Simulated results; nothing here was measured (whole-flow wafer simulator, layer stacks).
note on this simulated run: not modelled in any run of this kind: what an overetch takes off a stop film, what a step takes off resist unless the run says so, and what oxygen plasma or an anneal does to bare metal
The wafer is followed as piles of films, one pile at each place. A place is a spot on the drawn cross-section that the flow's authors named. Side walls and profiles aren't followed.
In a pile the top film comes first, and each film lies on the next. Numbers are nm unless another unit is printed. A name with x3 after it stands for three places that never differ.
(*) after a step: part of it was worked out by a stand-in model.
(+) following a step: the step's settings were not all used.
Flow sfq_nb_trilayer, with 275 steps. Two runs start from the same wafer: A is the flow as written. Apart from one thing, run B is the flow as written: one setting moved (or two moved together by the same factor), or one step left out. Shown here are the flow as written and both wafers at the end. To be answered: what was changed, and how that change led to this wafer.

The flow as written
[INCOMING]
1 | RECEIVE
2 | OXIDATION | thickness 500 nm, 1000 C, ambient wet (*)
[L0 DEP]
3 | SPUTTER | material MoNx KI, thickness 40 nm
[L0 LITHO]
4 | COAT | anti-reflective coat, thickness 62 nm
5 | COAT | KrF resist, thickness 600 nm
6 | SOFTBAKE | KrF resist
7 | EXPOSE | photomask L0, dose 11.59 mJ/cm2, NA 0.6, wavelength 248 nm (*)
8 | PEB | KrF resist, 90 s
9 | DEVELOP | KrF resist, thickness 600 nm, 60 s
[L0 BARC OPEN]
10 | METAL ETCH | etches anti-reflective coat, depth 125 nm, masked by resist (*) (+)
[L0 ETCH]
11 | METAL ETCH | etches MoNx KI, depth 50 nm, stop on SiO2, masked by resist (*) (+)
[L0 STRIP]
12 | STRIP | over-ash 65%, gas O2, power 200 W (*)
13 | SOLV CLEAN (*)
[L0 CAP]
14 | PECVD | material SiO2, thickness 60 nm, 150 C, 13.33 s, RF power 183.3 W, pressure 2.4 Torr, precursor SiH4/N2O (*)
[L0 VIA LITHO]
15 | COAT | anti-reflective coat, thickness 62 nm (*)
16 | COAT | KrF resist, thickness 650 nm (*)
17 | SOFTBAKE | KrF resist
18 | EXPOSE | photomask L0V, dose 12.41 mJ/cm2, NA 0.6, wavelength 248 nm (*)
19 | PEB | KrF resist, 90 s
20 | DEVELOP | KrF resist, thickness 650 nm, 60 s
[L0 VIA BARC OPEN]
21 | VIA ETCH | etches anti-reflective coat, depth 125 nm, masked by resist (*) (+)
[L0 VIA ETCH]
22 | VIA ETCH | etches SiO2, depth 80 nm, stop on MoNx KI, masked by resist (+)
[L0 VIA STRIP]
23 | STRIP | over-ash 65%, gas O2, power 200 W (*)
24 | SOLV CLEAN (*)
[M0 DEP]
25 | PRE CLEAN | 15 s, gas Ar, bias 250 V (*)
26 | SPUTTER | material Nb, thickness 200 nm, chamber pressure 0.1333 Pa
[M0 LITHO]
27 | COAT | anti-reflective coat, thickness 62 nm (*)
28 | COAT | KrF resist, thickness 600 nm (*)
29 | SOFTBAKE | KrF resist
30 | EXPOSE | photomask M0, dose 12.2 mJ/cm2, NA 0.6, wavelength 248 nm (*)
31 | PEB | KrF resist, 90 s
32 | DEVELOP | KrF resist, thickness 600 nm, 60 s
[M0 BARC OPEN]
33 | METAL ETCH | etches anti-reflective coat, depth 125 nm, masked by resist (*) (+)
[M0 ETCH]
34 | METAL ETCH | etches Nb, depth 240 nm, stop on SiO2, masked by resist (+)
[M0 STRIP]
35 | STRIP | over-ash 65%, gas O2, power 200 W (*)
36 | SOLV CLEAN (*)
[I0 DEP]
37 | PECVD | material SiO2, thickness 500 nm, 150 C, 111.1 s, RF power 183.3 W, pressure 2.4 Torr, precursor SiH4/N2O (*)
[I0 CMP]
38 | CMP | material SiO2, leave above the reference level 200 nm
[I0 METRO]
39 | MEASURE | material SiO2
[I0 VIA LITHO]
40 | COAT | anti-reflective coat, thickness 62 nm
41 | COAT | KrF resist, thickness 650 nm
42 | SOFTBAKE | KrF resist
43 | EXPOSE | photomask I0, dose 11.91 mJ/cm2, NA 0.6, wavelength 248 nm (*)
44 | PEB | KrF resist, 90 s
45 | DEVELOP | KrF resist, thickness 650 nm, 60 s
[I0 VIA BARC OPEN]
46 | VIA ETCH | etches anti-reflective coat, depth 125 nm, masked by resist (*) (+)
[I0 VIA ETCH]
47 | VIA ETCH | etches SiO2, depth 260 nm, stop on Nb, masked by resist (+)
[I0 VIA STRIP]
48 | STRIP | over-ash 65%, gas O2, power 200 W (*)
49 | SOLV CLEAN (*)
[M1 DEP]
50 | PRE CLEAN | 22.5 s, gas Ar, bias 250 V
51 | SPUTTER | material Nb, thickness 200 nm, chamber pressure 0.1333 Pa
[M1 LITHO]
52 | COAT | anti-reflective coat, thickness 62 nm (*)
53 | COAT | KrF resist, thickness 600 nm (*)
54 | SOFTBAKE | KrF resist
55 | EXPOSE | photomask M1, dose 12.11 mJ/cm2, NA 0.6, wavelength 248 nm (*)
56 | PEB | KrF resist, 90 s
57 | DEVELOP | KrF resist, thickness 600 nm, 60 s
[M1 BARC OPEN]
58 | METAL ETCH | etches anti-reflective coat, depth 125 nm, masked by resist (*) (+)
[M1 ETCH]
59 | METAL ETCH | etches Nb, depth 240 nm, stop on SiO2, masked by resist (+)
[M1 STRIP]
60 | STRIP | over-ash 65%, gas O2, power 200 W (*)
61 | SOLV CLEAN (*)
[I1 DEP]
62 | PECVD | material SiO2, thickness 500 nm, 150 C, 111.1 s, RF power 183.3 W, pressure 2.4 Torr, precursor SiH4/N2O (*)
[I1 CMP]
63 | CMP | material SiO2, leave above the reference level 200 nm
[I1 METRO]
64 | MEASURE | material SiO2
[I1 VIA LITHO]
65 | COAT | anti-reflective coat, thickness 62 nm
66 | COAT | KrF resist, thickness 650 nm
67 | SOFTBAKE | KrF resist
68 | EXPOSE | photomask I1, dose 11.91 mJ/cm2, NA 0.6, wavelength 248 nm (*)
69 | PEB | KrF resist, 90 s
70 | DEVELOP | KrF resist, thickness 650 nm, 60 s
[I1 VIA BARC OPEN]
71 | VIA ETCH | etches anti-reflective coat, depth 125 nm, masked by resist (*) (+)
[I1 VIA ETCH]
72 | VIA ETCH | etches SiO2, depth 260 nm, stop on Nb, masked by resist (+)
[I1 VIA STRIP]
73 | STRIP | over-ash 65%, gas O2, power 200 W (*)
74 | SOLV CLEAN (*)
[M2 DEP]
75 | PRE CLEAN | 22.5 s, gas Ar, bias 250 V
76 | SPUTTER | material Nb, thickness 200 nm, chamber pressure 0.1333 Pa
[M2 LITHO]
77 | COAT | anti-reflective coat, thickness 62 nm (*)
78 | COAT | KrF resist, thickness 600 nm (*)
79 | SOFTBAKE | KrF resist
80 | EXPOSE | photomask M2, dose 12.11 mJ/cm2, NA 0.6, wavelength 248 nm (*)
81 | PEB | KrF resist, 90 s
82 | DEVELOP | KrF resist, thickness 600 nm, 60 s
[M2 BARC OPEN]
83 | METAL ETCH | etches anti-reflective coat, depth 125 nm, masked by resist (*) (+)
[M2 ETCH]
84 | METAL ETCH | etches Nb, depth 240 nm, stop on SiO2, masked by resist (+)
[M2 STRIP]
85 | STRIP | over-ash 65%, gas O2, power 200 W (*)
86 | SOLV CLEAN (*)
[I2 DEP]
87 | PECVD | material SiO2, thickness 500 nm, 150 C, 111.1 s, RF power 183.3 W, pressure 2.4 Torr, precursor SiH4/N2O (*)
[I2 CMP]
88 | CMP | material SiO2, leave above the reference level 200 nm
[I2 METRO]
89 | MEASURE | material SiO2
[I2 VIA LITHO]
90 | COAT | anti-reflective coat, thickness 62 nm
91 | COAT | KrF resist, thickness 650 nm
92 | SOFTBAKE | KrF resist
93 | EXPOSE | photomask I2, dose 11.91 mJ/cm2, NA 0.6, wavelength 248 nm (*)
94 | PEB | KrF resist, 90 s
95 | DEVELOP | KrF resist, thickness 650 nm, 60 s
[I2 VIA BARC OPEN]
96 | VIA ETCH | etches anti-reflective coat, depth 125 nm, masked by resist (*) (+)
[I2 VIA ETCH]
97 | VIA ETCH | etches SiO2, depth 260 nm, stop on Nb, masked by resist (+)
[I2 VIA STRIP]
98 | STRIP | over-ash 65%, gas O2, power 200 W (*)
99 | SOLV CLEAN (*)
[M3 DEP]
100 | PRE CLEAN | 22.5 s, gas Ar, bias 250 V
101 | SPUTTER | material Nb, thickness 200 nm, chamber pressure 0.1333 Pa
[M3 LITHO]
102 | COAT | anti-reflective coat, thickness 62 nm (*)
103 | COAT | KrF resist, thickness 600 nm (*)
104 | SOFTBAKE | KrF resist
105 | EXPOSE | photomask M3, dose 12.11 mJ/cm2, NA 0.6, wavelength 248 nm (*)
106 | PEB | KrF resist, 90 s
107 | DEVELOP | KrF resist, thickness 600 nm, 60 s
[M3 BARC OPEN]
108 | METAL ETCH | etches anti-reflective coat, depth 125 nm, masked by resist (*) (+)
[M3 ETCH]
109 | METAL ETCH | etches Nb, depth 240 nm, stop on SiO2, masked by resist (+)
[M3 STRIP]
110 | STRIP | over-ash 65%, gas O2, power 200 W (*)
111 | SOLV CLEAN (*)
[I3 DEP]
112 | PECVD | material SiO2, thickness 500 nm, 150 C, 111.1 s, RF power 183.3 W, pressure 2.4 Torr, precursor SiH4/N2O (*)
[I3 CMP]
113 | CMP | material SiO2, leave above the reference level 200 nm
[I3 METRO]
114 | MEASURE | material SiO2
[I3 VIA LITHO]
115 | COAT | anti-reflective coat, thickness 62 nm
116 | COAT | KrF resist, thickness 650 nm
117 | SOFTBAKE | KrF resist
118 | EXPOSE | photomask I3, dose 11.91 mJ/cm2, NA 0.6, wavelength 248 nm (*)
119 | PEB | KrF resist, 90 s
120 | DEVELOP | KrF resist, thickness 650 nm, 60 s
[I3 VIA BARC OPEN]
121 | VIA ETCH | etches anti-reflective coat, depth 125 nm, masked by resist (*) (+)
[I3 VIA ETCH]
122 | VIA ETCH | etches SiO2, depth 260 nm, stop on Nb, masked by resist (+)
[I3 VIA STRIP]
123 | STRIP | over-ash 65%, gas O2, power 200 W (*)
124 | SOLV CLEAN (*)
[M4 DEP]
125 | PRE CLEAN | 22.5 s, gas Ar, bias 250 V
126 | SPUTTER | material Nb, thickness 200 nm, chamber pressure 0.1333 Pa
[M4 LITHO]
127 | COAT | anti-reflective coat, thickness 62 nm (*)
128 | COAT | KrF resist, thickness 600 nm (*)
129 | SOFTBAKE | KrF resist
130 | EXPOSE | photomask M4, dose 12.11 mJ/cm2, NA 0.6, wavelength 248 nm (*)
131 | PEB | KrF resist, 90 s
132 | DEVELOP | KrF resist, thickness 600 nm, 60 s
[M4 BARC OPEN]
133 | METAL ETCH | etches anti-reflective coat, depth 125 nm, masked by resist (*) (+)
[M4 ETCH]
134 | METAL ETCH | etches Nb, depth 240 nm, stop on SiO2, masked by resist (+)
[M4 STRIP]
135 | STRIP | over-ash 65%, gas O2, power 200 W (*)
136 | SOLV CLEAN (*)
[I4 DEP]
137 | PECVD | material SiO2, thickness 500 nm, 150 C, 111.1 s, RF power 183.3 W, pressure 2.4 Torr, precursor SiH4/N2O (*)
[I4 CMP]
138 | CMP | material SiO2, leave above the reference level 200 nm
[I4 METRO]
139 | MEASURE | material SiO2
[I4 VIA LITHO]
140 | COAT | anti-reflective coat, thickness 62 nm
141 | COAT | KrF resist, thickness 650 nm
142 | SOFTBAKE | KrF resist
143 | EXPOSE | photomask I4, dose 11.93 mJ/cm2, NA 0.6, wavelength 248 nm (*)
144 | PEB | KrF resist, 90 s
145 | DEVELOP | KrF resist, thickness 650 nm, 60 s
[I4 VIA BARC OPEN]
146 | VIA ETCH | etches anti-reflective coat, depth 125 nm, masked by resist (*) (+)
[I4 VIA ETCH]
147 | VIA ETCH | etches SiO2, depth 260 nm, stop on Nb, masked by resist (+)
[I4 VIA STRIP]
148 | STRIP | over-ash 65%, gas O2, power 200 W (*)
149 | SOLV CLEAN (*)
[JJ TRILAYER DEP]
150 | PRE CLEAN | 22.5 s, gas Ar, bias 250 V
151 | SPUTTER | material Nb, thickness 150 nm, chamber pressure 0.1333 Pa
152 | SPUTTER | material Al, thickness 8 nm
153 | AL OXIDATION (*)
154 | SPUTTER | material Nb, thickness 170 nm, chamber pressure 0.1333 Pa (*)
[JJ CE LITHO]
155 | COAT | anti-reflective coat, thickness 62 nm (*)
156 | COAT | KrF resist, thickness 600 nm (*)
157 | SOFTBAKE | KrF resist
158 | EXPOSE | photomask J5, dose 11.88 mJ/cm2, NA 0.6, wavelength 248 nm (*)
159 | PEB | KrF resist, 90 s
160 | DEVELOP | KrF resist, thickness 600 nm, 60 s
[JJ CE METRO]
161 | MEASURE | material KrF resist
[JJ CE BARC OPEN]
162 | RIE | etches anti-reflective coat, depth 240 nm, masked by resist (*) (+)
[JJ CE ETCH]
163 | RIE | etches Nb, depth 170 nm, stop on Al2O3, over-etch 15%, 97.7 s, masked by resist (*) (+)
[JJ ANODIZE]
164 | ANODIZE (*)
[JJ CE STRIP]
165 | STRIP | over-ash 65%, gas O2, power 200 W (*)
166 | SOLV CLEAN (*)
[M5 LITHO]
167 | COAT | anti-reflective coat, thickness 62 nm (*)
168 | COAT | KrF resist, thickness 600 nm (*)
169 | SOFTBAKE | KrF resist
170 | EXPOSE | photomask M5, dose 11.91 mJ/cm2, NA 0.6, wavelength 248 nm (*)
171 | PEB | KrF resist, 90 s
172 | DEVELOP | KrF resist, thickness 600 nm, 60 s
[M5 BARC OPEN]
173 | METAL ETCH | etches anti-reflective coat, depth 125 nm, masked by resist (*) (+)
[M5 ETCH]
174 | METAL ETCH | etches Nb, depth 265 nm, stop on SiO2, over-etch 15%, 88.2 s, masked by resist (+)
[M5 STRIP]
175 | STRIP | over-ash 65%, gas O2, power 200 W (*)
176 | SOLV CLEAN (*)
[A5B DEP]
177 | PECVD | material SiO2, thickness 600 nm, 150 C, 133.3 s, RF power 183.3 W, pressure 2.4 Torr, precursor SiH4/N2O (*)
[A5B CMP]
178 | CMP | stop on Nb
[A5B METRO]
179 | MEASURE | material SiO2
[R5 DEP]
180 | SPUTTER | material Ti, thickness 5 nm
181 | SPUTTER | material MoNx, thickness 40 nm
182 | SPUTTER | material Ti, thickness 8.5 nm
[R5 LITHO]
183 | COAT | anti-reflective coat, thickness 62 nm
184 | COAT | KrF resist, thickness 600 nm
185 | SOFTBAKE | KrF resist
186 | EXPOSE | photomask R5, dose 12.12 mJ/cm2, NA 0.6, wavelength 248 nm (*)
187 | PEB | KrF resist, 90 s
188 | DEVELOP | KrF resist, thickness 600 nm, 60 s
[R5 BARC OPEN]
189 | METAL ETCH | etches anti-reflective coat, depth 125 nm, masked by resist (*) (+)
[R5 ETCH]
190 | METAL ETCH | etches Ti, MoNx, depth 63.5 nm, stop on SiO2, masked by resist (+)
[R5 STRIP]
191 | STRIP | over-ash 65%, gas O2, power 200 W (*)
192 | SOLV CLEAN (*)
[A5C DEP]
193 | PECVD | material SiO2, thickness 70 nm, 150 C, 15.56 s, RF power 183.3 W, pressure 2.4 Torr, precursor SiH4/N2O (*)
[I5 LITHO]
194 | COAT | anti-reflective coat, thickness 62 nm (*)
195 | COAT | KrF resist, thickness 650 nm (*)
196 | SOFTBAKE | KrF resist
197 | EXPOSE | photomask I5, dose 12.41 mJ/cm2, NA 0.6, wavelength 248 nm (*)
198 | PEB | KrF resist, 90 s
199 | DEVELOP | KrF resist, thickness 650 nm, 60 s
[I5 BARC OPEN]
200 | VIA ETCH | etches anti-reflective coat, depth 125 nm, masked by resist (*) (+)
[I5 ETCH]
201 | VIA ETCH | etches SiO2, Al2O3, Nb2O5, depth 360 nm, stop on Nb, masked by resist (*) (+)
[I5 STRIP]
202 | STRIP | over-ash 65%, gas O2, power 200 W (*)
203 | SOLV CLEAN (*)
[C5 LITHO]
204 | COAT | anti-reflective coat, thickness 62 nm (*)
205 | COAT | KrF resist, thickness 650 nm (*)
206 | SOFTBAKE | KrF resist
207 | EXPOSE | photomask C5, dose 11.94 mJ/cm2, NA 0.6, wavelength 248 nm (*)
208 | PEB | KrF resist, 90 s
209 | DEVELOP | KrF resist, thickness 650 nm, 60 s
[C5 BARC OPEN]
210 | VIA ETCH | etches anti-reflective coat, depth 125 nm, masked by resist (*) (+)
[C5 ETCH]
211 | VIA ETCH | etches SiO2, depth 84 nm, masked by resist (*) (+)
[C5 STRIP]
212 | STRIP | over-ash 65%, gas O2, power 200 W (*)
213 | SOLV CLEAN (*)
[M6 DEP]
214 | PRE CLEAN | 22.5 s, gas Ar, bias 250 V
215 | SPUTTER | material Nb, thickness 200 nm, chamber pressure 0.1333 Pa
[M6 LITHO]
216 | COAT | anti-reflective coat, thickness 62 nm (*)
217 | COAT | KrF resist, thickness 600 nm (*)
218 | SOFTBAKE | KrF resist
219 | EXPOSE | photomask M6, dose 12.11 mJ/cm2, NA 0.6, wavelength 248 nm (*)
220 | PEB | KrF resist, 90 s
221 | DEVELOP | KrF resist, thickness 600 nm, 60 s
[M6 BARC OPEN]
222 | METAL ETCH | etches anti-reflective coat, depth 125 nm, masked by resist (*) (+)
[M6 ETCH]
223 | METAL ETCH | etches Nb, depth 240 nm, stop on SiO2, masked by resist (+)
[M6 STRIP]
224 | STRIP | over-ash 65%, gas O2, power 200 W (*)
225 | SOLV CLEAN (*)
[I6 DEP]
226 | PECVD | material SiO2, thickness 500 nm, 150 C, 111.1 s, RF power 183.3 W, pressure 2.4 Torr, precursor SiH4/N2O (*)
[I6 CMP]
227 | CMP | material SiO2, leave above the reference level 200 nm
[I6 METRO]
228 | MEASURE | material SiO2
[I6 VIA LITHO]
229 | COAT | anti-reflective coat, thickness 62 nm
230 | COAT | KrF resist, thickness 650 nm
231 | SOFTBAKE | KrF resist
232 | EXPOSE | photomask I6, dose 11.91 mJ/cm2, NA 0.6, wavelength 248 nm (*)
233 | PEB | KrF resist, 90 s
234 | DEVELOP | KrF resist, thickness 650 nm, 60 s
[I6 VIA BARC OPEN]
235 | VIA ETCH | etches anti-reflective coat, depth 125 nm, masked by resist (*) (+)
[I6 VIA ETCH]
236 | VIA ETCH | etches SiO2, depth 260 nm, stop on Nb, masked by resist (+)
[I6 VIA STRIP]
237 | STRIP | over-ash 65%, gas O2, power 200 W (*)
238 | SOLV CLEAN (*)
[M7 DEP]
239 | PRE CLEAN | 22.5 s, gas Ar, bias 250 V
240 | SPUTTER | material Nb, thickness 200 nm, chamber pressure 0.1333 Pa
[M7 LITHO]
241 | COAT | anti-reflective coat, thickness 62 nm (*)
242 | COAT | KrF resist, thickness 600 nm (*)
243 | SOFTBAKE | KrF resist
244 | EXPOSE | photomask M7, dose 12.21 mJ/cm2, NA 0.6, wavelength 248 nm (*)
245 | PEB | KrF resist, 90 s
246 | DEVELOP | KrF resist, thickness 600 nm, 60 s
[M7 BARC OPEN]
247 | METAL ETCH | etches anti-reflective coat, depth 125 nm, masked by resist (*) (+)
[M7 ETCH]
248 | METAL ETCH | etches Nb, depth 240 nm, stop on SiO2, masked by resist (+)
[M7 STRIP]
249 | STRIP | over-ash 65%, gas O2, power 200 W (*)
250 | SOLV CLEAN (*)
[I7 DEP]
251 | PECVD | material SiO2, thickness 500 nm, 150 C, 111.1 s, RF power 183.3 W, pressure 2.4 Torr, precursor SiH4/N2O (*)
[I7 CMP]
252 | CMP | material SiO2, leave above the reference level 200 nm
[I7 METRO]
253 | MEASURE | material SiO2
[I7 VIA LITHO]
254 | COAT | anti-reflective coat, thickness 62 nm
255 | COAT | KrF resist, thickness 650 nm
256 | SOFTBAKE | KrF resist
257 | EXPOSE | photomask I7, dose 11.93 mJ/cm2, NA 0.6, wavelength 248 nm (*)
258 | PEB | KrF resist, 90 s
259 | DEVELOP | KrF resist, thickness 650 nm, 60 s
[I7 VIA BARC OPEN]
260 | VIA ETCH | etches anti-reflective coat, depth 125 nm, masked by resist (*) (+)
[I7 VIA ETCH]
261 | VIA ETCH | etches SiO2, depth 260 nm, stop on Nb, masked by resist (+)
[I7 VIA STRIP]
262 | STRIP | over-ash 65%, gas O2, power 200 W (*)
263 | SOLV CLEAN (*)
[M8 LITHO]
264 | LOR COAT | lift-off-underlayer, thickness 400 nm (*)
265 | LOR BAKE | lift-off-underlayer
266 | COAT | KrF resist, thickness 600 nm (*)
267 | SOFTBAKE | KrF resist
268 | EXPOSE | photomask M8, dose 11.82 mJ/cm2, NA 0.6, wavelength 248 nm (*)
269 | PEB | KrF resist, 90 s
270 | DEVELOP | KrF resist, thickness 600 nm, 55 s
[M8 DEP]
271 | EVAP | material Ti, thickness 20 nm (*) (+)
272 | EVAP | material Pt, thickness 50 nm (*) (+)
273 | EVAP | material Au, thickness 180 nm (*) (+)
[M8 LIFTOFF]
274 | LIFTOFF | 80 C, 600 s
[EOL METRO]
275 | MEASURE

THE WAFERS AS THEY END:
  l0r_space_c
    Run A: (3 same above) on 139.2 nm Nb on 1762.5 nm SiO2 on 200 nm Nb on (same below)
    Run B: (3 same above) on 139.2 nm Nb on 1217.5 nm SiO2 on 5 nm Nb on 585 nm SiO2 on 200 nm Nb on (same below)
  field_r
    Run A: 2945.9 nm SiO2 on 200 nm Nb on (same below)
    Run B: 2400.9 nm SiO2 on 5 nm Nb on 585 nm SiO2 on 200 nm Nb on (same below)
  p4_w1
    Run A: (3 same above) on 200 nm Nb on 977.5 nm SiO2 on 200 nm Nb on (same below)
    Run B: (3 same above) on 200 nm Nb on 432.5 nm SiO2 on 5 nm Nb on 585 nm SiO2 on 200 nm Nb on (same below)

Cause: step 76, SPUTTER: thickness 245 nm was run, though the flow has thickness 200 nm.

The path from the change to this, step by step:
  76 | SPUTTER | material Nb, thickness 200 nm, chamber pressure 0.1333 Pa
      field_l, v_sur, via_wl and 102 more: A Nb gains 200 (new film) | B Nb gains 245 (new film)
      via_v: A Nb gains 174.5 | B Nb gains 214.3
  84 | METAL ETCH | etches Nb, depth 240 nm, stop on SiO2, masked by resist (+)
      field_l, be, be_sur and 81 more: A Nb loses 200 (all of it) | B Nb loses 240
  87 | PECVD | material SiO2, thickness 500 nm, 150 C, 111.1 s, RF power 183.3 W, pressure 2.4 Torr, precursor SiH4/N2O (*)
      field_l, be, be_sur and 81 more: A SiO2 gains 500 | B SiO2 gains 500 (new film)
      via_v: A SiO2 gains 606 (new film) | B SiO2 gains 586.7 (new film)
  88 | CMP | material SiO2, leave above the reference level 200 nm
      field_l, be, be_sur and 81 more: A SiO2 loses 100 | B SiO2 loses 60
      via_v: A SiO2 loses 181.6 | B SiO2 loses 157.1
With metal films that touch counted as one body, l0r_space_c has 3 bodies (between them, from the top down: SiO2 1217.5; SiO2 585); the flow as written gives 2 bodies (between them, from the top down: SiO2 1762.5).
With metal films that touch counted as one body, field_r has 2 bodies (between them, from the top down: SiO2 585); the flow as written gives 1 body.
With metal films that touch counted as one body, p4_w1 has 4 bodies (between them, from the top down: SiO2 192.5; SiO2 432.5; SiO2 585); the flow as written gives 3 bodies (between them, from the top down: SiO2 192.5; SiO2 977.5).
